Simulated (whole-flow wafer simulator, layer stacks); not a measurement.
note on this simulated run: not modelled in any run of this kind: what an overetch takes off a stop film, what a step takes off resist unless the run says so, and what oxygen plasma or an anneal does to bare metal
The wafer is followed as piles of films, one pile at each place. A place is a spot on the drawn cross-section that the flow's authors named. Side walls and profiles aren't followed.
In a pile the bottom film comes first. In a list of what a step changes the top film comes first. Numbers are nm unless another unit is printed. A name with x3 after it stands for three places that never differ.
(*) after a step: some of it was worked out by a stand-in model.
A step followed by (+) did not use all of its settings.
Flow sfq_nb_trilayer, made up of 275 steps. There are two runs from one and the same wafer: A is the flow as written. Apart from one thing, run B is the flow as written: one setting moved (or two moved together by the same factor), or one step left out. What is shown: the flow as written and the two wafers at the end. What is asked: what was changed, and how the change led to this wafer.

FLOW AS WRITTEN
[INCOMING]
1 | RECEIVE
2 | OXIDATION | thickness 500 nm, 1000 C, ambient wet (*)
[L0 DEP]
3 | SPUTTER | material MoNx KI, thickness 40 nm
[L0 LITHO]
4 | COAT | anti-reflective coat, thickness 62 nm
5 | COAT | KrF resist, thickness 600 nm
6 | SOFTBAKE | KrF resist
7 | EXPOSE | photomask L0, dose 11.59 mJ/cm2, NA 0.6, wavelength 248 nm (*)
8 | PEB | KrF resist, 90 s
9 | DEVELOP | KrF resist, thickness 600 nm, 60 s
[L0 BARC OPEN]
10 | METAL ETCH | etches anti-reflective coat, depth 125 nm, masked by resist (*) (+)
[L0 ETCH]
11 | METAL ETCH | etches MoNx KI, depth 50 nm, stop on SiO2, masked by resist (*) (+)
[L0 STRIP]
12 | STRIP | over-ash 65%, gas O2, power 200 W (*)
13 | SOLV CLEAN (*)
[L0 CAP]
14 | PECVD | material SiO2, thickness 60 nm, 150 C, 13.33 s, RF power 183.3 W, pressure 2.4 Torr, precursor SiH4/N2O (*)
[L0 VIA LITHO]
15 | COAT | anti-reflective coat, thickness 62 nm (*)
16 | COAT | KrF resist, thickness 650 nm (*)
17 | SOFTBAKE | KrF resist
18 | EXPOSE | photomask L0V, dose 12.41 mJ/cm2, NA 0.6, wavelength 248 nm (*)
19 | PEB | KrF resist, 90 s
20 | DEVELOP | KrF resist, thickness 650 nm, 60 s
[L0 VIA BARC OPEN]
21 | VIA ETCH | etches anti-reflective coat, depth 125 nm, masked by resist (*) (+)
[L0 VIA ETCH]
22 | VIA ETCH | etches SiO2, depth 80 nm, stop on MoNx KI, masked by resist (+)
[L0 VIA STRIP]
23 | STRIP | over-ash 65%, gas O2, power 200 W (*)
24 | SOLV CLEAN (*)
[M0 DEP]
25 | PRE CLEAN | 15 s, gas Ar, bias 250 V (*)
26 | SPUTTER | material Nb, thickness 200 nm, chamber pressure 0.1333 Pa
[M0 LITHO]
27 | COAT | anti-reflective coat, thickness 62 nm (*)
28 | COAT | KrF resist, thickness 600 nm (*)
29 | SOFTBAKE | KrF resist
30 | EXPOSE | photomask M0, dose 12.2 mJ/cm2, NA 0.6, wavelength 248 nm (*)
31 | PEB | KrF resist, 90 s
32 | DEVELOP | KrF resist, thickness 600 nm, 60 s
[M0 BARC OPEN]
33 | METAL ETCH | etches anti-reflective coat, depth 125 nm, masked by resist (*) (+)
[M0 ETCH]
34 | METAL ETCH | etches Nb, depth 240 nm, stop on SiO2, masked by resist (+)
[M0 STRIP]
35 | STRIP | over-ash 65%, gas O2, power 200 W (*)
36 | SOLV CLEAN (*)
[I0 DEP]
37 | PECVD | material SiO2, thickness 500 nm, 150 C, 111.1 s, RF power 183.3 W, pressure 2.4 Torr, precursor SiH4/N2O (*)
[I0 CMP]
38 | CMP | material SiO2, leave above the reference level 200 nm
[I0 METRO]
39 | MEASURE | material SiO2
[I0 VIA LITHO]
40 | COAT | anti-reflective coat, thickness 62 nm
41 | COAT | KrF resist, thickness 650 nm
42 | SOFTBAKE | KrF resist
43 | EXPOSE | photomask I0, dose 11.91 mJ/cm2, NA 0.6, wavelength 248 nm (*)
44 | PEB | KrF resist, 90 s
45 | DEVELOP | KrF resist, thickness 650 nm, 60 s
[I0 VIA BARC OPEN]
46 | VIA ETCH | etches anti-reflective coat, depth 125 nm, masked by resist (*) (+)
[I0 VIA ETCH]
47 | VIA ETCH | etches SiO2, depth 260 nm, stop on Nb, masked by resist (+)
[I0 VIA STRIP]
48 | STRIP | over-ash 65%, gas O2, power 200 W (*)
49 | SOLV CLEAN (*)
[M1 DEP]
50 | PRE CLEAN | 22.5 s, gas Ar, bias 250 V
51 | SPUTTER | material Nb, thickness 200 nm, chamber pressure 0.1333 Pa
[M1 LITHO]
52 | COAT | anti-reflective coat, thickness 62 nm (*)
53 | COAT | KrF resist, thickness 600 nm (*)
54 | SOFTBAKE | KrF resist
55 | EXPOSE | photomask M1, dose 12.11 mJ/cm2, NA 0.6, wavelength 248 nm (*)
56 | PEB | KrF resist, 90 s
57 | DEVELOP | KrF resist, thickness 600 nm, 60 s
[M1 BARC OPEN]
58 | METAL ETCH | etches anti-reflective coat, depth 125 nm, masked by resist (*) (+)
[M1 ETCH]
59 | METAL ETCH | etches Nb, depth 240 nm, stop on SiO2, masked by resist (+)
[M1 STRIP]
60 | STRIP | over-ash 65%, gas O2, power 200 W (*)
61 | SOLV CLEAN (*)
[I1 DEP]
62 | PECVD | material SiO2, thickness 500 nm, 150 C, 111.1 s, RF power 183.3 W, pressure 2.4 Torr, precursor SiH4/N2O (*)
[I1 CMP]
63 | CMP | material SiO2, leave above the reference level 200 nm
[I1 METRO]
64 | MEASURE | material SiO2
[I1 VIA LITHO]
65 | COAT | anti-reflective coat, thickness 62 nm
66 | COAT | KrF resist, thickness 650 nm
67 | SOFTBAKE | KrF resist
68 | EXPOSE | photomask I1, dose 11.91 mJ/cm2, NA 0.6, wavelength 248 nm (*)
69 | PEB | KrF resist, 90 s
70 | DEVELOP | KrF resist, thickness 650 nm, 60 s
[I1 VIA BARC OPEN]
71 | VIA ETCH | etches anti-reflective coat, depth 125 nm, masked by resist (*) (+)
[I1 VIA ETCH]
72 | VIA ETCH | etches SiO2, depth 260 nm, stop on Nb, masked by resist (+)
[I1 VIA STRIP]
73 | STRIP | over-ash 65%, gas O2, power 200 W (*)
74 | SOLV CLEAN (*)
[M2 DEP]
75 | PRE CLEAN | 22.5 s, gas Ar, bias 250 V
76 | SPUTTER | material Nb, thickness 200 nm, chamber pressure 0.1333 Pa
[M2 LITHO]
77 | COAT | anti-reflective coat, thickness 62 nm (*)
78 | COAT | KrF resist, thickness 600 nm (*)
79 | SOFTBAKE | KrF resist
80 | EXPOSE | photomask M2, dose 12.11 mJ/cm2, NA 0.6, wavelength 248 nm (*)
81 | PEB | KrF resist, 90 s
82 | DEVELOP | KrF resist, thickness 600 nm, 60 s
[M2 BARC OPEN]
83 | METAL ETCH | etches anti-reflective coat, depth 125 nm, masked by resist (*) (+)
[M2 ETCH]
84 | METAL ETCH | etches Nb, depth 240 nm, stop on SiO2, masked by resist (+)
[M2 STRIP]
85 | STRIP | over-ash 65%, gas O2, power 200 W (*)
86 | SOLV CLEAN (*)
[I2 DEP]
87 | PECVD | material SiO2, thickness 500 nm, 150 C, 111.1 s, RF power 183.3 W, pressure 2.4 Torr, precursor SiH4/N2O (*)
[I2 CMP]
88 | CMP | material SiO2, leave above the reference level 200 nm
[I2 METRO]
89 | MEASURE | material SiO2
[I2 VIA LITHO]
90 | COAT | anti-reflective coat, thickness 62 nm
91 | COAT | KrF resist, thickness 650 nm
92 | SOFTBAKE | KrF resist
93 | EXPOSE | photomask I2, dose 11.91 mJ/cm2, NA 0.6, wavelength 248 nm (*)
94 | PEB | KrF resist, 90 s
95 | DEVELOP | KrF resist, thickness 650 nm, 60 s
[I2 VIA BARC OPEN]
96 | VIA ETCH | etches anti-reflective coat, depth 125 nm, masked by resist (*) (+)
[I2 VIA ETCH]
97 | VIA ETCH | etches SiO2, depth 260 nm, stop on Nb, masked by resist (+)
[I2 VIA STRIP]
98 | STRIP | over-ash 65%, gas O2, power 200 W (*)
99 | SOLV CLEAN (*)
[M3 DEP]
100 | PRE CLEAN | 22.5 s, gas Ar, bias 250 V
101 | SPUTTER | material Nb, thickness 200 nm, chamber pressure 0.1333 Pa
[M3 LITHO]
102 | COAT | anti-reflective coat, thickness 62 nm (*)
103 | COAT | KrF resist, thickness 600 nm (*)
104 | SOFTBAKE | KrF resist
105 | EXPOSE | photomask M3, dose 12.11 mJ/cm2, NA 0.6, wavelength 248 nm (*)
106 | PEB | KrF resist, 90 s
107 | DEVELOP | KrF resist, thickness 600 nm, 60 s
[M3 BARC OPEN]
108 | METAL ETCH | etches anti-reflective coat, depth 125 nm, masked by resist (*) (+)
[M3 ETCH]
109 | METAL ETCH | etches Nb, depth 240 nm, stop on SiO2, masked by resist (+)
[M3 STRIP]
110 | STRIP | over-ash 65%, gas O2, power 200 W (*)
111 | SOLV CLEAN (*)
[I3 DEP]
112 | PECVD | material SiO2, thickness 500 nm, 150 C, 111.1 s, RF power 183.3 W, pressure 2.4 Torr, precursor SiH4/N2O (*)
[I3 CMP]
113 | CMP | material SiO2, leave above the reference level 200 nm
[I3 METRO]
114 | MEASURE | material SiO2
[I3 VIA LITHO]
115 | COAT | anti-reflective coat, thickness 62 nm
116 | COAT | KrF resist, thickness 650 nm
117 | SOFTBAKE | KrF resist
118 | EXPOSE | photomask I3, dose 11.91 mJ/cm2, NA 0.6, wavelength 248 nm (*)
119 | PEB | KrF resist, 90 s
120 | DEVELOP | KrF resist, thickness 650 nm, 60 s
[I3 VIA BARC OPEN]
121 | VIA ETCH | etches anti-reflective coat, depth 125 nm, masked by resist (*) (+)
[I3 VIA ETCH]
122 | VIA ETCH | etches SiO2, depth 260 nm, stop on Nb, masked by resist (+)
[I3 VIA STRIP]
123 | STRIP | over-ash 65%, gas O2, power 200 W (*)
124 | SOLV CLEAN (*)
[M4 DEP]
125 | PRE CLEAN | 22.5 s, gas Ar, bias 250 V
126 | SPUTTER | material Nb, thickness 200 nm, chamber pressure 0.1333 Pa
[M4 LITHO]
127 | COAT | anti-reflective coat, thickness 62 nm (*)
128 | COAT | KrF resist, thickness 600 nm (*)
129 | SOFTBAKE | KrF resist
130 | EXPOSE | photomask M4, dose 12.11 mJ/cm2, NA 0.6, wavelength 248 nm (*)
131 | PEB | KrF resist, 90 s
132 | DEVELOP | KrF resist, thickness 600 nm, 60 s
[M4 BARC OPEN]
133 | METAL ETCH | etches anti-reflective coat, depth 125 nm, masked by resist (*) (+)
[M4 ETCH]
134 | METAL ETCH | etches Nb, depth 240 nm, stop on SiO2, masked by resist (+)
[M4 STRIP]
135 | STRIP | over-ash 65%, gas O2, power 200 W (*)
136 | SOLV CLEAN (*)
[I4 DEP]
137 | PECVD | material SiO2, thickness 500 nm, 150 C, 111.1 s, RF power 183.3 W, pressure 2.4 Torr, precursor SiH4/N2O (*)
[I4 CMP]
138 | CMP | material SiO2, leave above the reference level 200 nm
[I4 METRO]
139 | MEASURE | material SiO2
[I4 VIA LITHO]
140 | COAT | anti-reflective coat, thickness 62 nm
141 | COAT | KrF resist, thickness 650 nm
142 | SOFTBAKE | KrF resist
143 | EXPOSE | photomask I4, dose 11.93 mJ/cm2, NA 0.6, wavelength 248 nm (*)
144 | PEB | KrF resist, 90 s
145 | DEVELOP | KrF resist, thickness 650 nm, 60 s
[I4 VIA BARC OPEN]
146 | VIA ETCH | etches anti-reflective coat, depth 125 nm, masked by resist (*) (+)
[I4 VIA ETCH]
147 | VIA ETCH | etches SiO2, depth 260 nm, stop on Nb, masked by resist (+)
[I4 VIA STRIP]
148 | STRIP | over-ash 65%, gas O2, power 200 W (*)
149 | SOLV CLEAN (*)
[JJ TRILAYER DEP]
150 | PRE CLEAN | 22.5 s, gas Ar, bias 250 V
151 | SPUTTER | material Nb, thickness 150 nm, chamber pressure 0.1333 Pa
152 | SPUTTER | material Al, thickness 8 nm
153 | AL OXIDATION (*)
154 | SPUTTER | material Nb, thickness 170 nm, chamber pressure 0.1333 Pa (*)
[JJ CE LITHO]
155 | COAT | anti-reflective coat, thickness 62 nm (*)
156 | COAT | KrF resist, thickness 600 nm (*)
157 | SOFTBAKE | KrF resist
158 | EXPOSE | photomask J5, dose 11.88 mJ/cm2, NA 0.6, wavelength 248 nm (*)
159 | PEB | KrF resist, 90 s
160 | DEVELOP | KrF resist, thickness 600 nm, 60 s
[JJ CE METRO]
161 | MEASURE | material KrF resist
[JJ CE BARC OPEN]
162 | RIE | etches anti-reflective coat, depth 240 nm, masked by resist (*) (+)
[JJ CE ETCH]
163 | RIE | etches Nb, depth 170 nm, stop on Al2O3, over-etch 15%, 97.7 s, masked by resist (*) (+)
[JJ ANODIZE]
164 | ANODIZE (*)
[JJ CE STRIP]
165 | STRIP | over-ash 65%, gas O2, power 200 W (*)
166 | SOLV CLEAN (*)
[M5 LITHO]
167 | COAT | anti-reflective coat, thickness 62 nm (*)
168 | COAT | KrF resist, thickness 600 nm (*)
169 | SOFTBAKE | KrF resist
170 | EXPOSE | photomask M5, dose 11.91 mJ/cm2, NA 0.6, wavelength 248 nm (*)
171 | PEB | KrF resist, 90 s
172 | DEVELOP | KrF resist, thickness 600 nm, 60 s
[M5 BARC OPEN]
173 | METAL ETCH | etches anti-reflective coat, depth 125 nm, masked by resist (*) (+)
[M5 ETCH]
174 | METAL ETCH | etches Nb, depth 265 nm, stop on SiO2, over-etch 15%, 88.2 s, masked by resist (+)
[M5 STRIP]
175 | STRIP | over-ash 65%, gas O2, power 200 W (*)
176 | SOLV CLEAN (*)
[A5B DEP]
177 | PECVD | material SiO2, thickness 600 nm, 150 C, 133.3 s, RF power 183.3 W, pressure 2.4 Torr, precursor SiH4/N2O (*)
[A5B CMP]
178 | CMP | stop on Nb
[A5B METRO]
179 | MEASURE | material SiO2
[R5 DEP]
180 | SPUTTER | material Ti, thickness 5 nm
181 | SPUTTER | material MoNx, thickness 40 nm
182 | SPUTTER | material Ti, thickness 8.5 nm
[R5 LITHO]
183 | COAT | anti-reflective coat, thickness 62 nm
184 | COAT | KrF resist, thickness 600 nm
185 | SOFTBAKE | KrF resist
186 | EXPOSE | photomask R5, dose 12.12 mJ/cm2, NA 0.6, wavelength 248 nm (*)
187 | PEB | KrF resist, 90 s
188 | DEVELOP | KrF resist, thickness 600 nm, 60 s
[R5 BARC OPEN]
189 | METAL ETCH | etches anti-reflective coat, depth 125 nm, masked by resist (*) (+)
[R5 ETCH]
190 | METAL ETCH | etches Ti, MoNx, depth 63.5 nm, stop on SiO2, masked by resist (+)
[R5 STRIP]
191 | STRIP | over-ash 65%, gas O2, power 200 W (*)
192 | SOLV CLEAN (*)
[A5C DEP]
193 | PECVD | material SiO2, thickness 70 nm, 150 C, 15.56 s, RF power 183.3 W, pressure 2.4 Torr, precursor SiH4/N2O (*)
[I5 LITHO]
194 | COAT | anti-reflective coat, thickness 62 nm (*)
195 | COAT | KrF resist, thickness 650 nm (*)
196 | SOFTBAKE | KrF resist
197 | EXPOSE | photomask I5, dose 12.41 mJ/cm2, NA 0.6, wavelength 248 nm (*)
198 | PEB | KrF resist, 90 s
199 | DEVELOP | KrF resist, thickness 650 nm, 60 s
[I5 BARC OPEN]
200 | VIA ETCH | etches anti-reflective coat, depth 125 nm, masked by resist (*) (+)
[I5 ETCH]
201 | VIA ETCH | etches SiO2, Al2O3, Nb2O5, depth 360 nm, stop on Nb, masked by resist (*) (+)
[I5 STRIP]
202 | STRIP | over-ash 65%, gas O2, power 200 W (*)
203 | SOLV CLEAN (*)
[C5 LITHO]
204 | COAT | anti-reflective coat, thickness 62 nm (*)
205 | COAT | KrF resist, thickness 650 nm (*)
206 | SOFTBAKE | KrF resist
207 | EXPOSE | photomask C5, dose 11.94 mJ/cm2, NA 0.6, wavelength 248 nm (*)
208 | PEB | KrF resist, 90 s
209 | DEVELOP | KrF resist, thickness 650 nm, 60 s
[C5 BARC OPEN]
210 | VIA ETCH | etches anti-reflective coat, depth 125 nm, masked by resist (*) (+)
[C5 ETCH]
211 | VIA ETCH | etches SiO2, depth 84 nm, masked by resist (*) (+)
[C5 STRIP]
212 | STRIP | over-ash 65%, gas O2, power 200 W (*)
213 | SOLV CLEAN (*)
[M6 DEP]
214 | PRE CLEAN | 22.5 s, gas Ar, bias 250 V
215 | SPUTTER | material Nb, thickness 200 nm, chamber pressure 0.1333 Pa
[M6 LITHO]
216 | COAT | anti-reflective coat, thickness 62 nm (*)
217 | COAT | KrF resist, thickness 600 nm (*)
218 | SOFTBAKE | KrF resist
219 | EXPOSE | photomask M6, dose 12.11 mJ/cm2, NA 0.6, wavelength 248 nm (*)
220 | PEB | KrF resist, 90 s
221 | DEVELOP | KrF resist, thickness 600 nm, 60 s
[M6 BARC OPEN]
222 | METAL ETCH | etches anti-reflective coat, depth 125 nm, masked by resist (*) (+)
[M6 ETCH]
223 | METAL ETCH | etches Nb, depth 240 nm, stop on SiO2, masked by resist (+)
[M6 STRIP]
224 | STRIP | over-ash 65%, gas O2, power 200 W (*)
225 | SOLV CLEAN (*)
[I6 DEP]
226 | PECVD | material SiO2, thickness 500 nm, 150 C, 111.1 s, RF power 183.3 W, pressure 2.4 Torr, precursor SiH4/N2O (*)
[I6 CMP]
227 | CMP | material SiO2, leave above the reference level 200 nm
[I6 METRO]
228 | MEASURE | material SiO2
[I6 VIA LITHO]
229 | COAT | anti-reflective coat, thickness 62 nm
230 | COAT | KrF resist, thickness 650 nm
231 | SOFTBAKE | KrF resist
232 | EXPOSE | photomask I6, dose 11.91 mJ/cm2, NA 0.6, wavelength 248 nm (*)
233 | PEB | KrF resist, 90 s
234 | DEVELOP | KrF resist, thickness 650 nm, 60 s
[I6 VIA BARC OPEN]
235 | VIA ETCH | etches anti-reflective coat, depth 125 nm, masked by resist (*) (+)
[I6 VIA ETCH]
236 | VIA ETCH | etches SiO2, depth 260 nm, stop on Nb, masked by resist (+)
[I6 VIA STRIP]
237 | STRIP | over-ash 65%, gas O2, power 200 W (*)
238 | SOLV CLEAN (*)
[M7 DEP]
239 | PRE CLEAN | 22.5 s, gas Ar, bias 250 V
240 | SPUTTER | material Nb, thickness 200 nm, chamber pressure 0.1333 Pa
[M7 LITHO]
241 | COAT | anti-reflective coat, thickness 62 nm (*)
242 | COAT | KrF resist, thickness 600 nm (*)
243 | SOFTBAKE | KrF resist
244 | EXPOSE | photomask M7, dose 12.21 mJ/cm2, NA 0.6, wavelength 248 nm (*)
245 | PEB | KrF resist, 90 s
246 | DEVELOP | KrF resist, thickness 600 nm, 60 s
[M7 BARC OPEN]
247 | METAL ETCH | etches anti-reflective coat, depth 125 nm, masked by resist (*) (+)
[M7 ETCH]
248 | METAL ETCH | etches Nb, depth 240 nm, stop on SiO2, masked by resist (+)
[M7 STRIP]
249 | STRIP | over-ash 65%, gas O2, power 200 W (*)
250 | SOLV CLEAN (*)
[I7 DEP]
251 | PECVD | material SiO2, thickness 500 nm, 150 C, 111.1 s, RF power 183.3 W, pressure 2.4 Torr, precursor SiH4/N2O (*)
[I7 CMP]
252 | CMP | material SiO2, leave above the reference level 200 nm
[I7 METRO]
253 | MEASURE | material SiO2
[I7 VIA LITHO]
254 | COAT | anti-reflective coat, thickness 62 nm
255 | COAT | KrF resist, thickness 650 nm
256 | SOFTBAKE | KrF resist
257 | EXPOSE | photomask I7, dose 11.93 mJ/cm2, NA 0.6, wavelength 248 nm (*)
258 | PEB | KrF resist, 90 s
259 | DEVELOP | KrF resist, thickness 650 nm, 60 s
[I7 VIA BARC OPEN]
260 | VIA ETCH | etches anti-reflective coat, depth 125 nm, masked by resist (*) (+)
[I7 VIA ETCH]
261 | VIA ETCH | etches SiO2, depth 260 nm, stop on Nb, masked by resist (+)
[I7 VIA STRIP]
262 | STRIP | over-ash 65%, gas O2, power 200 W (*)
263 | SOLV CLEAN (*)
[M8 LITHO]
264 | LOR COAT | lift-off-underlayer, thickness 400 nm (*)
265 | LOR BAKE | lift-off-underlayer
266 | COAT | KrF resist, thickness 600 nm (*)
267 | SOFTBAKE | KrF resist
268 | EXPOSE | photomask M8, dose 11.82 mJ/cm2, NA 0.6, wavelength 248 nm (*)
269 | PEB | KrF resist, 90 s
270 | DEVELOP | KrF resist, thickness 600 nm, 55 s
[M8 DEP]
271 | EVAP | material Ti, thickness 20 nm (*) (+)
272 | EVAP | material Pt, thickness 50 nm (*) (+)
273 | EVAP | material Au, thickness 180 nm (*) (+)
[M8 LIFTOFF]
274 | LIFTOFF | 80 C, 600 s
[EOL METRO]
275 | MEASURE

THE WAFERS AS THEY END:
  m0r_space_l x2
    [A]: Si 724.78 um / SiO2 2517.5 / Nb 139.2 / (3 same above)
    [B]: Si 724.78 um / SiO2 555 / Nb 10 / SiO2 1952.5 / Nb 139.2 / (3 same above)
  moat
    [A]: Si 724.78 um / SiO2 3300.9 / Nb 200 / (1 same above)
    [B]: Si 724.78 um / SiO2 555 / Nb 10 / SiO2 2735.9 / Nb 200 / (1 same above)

The reason: step 34, METAL ETCH: depth 190 nm was run, though the flow has depth 240 nm.

The path from the change to this, step by step:
  34 | METAL ETCH | etches Nb, depth 240 nm, stop on SiO2, masked by resist (+)
      moat, m0r_space_l x2: A -200 Nb (all of it) | B -190 Nb
      field_l, v_sur, via_wl and 100 more: A -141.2 KrF resist | B -111.8 KrF resist
  35 | STRIP | over-ash 65%, gas O2, power 200 W (*)
      p4_fl x3, p4_w1 x9, p4_g1 x2 and 57 more: A -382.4 KrF resist (all of it), -62 anti-reflective coat (all of it) | B -411.8 KrF resist (all of it), -62 anti-reflective coat (all of it)
      ce_r, sp_r, be_r, r_sur: A -389 KrF resist (all of it), -63.6 anti-reflective coat (all of it) | B -418.4 KrF resist (all of it), -63.6 anti-reflective coat (all of it)
      (also at 28 further places)
  37 | PECVD | material SiO2, thickness 500 nm, 150 C, 111.1 s, RF power 183.3 W, pressure 2.4 Torr, precursor SiH4/N2O (*)
      moat, m0r_space_l x2: A +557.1 SiO2 | B +547.1 SiO2 (new film)
Taking metal films that touch as one body, m0r_space_l x2 has 2 bodies (between them, from the top down: SiO2 1952.5); the flow as written gives 1 body.
Taking metal films that touch as one body, moat has 2 bodies (between them, from the top down: SiO2 2735.9); the flow as written gives 1 body.
